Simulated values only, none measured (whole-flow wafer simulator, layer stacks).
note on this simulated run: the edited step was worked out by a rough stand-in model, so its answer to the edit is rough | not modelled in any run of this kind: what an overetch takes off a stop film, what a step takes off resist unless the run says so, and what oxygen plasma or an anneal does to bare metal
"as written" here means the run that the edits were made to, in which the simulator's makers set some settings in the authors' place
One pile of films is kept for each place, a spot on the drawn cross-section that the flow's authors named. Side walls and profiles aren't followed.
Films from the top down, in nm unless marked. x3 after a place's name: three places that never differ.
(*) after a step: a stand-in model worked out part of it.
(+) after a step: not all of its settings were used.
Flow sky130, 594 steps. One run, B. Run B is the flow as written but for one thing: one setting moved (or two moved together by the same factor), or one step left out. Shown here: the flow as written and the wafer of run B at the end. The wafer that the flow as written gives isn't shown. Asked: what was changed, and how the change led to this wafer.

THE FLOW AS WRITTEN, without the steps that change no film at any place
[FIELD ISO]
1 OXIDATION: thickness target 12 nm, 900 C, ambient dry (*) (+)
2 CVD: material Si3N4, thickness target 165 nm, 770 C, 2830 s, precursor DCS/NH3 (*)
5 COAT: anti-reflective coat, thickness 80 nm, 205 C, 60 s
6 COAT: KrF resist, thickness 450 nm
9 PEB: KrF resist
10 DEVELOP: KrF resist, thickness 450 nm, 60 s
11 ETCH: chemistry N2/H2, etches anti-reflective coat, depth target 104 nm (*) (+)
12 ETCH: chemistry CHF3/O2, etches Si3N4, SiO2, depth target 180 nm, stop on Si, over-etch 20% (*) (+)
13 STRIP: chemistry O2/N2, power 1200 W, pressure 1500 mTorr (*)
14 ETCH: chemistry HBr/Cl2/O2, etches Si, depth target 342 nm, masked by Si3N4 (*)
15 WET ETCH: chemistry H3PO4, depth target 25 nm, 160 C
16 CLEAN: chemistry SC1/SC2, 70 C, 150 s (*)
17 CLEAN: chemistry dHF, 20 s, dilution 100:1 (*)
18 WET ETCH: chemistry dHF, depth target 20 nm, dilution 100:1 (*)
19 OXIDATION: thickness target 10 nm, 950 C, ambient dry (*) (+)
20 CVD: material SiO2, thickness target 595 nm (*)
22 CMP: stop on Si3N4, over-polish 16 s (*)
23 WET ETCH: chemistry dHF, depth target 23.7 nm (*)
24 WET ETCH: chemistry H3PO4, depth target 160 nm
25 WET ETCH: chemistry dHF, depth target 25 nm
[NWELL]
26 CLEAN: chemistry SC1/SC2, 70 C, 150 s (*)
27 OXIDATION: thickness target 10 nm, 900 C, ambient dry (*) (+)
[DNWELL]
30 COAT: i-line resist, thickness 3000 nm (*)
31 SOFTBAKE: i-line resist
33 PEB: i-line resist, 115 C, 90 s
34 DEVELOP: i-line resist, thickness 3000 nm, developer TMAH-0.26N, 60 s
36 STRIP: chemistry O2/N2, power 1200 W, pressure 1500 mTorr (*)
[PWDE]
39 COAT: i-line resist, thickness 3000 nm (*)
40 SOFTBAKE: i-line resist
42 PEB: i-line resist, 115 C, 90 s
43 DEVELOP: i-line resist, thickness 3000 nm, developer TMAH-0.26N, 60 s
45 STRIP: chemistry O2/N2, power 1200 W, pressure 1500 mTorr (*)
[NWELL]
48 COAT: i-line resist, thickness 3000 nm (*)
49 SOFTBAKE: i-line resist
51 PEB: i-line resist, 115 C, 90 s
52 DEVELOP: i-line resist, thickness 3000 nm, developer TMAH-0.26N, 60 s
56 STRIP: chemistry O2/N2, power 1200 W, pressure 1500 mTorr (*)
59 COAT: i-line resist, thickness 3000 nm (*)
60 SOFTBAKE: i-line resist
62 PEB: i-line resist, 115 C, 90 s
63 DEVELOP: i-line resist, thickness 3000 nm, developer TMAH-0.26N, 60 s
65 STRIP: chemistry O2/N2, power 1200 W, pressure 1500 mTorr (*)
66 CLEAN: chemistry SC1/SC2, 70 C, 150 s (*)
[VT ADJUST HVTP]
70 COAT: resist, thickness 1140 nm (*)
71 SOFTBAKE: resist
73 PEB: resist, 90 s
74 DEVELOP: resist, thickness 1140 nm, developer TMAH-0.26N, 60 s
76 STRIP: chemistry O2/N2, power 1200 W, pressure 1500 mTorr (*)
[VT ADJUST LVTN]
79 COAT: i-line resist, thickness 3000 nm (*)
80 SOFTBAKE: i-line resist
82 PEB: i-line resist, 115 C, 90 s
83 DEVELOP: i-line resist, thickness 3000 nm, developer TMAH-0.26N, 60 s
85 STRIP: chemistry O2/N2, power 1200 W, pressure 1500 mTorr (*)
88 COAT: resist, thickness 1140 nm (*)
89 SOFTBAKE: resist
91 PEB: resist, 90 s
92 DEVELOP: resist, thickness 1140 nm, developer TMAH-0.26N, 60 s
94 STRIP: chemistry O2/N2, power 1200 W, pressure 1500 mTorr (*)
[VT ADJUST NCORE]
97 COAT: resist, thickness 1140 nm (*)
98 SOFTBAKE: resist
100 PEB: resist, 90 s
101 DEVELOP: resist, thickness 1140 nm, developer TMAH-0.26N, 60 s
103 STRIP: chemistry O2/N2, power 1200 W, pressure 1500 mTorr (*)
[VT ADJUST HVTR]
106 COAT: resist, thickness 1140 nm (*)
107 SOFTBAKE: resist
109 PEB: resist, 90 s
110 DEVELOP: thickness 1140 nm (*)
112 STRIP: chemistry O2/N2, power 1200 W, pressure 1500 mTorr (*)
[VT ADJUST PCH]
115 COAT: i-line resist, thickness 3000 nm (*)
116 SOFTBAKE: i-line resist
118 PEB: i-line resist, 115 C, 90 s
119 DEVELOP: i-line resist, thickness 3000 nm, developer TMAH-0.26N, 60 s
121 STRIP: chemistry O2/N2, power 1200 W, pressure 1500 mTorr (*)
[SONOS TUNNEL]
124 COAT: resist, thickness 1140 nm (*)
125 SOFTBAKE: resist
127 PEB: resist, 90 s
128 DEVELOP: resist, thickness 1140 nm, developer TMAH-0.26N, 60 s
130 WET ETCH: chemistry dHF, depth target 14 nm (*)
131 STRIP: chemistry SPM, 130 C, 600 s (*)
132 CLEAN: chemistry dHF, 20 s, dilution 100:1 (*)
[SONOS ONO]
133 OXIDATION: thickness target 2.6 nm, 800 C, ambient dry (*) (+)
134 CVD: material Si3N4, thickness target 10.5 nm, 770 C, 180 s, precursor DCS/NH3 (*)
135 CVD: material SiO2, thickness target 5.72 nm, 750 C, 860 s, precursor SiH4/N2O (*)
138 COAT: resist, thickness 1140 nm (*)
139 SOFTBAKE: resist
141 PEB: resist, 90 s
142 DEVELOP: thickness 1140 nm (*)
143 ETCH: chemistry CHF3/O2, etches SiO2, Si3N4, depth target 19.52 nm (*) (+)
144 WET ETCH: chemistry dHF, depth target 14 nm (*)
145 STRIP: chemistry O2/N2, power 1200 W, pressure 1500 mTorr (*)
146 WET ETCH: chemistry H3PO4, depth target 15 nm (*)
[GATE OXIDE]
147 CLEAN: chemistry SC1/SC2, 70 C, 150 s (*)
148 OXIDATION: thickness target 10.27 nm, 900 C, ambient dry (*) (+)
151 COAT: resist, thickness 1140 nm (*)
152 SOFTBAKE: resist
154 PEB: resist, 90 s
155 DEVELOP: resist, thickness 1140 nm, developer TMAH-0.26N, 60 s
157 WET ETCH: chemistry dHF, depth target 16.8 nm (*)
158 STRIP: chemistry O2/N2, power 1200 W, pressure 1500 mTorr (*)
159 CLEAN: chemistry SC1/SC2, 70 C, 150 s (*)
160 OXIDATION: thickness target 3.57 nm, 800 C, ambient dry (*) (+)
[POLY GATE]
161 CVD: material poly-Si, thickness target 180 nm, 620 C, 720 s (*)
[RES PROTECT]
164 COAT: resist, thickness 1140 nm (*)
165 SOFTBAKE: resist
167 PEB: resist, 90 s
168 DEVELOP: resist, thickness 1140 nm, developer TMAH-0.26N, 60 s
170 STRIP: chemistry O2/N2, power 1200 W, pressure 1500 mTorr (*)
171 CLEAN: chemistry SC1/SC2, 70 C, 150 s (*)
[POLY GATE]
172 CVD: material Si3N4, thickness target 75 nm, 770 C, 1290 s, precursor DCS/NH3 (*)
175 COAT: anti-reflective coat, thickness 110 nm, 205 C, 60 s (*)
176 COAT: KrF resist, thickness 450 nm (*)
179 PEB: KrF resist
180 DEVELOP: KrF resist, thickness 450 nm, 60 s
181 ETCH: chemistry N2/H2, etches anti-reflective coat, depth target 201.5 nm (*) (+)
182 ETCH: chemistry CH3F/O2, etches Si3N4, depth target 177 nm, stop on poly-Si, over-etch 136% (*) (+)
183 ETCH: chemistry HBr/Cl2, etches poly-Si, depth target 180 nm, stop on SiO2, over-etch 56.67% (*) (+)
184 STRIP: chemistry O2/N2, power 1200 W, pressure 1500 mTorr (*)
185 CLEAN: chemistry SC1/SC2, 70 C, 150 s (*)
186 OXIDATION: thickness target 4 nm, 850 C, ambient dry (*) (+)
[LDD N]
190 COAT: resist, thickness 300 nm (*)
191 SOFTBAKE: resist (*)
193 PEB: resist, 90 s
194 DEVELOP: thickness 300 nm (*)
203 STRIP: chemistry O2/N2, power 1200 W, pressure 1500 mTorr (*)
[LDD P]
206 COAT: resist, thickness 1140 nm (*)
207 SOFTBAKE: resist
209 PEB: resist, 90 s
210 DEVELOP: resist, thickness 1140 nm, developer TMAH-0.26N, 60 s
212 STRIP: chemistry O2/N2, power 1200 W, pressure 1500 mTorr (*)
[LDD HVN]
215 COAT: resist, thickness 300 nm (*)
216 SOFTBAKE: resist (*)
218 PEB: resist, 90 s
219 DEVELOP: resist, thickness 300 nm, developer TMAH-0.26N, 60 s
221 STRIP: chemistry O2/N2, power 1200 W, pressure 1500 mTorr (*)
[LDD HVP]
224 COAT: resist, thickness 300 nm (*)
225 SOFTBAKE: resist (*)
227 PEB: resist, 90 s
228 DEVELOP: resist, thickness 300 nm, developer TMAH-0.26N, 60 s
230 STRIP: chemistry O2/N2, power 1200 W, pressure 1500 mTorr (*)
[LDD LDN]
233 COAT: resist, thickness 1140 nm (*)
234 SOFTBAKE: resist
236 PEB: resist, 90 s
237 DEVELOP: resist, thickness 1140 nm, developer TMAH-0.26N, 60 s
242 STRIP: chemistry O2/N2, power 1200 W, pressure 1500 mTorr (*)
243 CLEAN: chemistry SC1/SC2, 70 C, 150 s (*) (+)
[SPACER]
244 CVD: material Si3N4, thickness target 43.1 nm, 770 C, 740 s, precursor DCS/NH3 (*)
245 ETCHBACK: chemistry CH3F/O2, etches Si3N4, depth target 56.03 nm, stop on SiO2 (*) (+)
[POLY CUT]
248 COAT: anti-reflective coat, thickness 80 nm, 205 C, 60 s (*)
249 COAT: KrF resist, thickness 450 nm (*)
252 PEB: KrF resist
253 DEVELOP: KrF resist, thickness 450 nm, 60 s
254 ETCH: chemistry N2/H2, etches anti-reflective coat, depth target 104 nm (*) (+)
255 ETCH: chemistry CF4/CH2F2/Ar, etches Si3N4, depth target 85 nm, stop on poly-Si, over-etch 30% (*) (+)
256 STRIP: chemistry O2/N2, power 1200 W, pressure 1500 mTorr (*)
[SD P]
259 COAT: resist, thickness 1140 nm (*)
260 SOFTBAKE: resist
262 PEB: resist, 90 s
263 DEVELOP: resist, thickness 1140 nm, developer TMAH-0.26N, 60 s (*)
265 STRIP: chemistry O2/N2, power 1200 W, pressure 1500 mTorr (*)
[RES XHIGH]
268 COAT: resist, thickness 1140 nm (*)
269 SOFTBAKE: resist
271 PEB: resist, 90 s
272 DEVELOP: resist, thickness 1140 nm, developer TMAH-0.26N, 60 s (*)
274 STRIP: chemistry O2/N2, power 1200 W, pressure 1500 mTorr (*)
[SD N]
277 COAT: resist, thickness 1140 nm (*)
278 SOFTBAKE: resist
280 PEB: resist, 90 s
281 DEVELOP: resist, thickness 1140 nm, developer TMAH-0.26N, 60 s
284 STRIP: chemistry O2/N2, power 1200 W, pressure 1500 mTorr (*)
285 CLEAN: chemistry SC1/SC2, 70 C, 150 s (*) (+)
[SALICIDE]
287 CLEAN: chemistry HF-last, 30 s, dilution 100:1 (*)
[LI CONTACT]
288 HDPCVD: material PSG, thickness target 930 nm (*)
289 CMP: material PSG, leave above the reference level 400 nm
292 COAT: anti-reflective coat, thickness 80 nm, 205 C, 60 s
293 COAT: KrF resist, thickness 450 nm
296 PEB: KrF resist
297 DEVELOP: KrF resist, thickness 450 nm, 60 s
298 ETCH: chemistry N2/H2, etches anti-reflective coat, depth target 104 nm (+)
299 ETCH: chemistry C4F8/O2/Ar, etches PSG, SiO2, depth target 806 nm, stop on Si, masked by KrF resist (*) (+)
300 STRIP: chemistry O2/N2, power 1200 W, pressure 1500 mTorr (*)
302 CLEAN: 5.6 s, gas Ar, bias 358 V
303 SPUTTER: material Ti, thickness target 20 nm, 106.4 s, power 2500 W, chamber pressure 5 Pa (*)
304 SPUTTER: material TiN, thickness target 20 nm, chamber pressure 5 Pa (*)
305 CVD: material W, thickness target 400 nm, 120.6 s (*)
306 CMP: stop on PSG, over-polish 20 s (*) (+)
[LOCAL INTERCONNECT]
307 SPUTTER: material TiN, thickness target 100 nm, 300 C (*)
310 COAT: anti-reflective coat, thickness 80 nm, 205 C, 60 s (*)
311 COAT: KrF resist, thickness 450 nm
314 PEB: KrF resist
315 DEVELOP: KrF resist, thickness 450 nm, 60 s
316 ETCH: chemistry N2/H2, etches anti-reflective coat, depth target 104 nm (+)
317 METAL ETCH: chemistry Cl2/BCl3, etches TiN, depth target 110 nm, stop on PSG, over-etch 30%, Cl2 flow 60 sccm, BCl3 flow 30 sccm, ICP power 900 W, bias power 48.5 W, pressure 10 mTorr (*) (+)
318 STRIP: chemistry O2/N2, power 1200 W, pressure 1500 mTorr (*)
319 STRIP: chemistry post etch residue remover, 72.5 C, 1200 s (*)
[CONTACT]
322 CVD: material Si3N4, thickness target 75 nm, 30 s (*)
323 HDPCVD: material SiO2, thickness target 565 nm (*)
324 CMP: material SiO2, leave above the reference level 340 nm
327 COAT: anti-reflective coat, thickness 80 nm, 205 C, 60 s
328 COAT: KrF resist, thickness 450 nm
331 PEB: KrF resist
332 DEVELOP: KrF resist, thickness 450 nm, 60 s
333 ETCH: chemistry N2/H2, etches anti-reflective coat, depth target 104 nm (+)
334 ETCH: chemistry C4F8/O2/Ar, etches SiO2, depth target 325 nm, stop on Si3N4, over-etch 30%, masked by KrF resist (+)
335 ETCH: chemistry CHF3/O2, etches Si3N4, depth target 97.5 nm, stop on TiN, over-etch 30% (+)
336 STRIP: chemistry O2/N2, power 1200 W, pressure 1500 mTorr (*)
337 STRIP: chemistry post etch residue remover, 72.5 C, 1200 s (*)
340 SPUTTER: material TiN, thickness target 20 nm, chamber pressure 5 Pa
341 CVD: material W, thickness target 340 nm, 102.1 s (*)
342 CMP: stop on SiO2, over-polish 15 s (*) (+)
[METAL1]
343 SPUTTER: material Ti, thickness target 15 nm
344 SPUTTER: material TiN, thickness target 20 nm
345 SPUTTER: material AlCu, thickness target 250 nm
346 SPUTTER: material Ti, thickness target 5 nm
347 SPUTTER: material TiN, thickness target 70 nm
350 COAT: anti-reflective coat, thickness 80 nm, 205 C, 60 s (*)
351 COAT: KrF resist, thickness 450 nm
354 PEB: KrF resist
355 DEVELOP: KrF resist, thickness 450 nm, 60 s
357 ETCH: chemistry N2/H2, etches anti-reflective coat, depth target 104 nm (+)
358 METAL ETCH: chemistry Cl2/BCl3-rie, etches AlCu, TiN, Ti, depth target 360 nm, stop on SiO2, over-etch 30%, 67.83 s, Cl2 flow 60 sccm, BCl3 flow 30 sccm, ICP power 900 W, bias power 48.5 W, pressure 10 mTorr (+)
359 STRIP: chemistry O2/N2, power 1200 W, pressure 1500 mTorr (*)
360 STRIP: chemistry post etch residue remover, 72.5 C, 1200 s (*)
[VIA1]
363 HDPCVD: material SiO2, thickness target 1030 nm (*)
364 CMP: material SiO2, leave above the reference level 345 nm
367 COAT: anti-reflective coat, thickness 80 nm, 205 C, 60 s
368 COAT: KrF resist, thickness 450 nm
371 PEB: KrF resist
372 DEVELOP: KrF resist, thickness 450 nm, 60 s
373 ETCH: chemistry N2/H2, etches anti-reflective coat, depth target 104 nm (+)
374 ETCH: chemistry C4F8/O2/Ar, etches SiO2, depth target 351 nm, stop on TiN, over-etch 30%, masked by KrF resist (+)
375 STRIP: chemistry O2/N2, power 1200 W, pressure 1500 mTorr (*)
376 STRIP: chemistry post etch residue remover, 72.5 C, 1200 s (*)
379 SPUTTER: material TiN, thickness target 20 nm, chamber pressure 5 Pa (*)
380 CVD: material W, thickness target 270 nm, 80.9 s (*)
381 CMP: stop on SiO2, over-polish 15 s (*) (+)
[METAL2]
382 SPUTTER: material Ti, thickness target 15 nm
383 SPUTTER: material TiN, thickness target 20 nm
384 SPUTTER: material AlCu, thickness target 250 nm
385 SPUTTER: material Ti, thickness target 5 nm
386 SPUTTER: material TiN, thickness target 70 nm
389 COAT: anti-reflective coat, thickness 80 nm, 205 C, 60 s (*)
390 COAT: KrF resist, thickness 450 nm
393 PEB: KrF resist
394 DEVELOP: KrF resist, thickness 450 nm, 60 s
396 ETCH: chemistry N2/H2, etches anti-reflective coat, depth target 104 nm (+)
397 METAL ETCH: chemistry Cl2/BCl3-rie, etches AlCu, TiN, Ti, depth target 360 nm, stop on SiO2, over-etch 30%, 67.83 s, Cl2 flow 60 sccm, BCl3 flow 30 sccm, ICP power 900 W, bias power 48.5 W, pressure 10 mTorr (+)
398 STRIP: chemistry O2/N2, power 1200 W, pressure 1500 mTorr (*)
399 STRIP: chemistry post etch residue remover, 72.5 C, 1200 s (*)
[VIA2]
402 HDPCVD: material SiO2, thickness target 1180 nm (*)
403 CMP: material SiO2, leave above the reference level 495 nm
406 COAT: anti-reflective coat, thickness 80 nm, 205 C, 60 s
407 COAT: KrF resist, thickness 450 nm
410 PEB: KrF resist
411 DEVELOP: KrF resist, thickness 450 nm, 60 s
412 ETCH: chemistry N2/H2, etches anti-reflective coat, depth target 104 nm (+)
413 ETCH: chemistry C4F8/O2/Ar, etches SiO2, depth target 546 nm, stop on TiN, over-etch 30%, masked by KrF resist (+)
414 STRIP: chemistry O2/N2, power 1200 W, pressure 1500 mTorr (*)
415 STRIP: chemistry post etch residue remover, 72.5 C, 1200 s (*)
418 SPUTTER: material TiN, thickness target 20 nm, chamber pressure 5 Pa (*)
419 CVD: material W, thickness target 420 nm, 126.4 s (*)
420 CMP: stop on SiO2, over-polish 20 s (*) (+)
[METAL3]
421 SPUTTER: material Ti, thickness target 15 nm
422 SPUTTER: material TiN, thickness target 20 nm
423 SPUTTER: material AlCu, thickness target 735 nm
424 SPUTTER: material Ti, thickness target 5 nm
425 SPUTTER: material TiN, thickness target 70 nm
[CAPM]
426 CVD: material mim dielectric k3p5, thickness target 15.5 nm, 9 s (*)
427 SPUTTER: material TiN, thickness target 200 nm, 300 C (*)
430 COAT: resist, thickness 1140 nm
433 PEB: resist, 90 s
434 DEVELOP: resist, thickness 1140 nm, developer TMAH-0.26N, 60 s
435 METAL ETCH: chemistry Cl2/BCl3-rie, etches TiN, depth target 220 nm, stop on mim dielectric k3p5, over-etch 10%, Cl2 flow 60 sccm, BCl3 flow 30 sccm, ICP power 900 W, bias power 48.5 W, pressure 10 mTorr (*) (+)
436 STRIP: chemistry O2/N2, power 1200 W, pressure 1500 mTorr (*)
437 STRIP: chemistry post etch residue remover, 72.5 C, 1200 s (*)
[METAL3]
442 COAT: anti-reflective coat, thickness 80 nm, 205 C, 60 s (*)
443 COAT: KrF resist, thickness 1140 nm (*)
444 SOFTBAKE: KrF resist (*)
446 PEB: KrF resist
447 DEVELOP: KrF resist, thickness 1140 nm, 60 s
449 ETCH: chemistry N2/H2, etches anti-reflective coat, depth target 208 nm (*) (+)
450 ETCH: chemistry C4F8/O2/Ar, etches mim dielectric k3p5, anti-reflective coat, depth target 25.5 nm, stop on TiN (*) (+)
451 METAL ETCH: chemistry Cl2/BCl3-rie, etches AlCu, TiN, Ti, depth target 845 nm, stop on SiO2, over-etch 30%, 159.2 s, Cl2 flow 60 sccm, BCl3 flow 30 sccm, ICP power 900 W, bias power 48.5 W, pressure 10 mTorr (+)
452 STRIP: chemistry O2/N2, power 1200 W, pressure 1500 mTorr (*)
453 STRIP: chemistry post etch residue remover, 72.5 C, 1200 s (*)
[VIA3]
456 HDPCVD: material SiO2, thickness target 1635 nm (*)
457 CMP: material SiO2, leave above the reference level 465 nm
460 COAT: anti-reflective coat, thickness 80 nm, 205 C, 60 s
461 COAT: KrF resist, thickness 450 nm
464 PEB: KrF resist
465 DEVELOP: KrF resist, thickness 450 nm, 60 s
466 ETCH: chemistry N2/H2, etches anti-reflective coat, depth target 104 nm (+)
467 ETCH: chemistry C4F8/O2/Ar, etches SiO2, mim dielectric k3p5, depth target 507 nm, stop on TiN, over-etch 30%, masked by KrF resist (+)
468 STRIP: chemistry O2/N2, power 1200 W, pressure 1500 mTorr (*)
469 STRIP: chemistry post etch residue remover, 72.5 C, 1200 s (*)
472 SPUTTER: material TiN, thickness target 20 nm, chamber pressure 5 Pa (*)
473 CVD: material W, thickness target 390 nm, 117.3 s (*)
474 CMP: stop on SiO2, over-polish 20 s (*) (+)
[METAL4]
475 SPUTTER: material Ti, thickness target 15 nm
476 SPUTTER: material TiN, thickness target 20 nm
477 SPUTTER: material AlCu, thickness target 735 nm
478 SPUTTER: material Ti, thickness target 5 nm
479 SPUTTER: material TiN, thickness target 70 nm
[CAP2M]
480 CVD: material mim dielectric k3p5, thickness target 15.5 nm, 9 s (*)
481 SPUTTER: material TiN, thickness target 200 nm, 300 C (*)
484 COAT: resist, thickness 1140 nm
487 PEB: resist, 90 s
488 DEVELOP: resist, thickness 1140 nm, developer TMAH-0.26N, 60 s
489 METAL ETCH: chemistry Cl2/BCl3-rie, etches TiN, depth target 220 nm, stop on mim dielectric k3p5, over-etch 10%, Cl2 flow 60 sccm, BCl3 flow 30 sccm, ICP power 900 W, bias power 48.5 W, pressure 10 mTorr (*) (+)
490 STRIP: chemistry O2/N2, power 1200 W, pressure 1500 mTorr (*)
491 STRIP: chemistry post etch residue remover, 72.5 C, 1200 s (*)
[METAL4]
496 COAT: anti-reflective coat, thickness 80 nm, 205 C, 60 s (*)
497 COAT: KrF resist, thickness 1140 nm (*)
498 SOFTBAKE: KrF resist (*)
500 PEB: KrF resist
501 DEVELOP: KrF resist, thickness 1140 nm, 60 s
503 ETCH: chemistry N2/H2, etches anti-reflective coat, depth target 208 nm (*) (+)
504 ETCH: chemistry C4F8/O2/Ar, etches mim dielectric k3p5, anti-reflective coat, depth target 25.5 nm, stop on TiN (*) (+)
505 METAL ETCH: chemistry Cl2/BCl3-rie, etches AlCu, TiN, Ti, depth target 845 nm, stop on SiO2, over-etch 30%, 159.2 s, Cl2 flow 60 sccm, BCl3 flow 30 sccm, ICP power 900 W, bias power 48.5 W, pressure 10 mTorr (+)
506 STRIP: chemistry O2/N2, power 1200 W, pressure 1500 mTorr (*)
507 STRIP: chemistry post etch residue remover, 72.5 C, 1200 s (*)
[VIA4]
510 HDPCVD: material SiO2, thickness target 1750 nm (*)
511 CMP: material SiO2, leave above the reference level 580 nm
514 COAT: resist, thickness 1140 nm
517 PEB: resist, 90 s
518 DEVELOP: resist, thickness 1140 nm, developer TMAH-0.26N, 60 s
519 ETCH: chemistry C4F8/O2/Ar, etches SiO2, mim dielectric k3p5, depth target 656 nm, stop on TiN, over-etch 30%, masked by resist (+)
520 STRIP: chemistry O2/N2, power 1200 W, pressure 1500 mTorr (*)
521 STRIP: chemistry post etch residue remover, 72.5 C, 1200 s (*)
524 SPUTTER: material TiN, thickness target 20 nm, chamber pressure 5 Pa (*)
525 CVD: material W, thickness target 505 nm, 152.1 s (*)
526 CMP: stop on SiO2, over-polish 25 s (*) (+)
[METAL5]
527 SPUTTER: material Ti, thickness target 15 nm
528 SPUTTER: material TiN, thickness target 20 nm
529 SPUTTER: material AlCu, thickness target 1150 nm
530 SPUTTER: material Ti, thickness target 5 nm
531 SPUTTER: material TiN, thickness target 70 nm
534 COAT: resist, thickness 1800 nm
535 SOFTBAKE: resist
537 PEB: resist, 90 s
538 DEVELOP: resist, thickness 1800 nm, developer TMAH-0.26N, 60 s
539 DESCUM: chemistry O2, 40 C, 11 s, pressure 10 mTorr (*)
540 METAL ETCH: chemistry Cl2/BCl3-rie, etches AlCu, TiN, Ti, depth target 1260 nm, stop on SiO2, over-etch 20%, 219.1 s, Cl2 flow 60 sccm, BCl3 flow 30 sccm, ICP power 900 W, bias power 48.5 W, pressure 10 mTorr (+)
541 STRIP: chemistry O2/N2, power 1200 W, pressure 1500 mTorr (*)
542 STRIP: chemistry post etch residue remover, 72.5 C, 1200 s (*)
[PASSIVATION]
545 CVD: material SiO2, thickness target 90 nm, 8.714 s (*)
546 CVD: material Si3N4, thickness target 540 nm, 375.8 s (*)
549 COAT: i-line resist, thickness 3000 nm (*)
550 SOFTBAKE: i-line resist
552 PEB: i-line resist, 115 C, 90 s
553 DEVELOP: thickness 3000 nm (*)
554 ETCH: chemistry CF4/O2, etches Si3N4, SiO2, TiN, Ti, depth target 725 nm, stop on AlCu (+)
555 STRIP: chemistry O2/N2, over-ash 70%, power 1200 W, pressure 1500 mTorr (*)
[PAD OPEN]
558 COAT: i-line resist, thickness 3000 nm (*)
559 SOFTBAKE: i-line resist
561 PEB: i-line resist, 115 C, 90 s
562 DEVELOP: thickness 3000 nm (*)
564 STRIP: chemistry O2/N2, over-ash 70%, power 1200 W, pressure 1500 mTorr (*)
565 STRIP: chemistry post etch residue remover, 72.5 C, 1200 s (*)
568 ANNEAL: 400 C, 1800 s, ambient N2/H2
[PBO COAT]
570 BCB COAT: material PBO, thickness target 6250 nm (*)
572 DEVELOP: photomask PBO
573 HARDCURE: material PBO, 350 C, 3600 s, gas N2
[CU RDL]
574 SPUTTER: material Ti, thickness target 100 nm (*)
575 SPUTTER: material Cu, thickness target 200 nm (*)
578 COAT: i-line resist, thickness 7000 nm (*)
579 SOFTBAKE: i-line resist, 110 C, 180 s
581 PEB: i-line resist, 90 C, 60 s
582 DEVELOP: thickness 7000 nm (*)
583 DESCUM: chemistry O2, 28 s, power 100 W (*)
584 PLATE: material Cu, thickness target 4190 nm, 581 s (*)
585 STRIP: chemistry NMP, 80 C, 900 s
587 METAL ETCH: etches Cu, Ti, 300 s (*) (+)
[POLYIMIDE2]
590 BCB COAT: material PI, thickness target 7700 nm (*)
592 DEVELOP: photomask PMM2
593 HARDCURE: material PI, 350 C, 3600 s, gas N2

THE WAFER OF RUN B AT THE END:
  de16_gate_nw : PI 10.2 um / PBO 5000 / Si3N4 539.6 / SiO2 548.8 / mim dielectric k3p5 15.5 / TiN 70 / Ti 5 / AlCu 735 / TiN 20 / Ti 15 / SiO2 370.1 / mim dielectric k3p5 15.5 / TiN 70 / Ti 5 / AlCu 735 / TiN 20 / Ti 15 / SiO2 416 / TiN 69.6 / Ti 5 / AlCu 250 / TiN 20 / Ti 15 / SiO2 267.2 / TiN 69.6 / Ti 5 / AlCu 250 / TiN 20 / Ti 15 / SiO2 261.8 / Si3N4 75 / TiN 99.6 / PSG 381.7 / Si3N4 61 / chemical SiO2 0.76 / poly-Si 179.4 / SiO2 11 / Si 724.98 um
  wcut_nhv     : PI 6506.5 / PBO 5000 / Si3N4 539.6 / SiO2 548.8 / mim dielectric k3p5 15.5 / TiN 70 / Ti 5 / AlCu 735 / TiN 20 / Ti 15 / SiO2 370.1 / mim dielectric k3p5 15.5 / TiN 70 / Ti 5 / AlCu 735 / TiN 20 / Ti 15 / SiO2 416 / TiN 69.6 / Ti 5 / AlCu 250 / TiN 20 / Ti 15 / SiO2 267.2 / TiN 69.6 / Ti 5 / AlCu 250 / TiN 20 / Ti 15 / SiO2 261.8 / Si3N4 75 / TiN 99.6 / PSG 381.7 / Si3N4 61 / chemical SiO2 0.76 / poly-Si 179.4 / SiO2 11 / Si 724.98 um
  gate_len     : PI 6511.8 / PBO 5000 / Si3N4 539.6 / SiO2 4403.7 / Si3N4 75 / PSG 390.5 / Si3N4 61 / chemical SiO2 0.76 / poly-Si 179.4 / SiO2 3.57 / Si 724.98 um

The cause: step 590, BCB COAT: thickness target 10010 nm was run, where the flow has thickness target 7700 nm.

How the change led to this, step by step:
  590 BCB COAT: material PI, thickness target 7700 nm (*)
      dice_street, wcut_nhv, wcut_phv and 14 more: PI +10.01 um (new film) (as written it would be: PI +7700 (new film))
      mim_edge_plate_strap, mim_edge_plate, mim_edge_gap, mim_edge_gap_sheet: PI +10.01 um (new film) (as written it would be: PI +7702.7 (new film))
      (and at 172 more places)
  592 DEVELOP: photomask PMM2
      pad: PI -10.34 um (all of it) (as written it would be: PI -8030.8 (all of it))
  593 HARDCURE: material PI, 350 C, 3600 s, gas N2
      dice_street, wcut_nhv, wcut_phv and 16 more: PI -3503.5 (as written it would be: PI -2695)
      gate_p_lg05, gate_p_lg10, gate_len, gate_lvt_sd_len, gate_p_sd_len, gate_p_hvt_sd_len, gate_p_lvt_sd_len, gate_len_250: PI -3503.6 (as written it would be: PI -2695.1)
      (and at 165 more places)
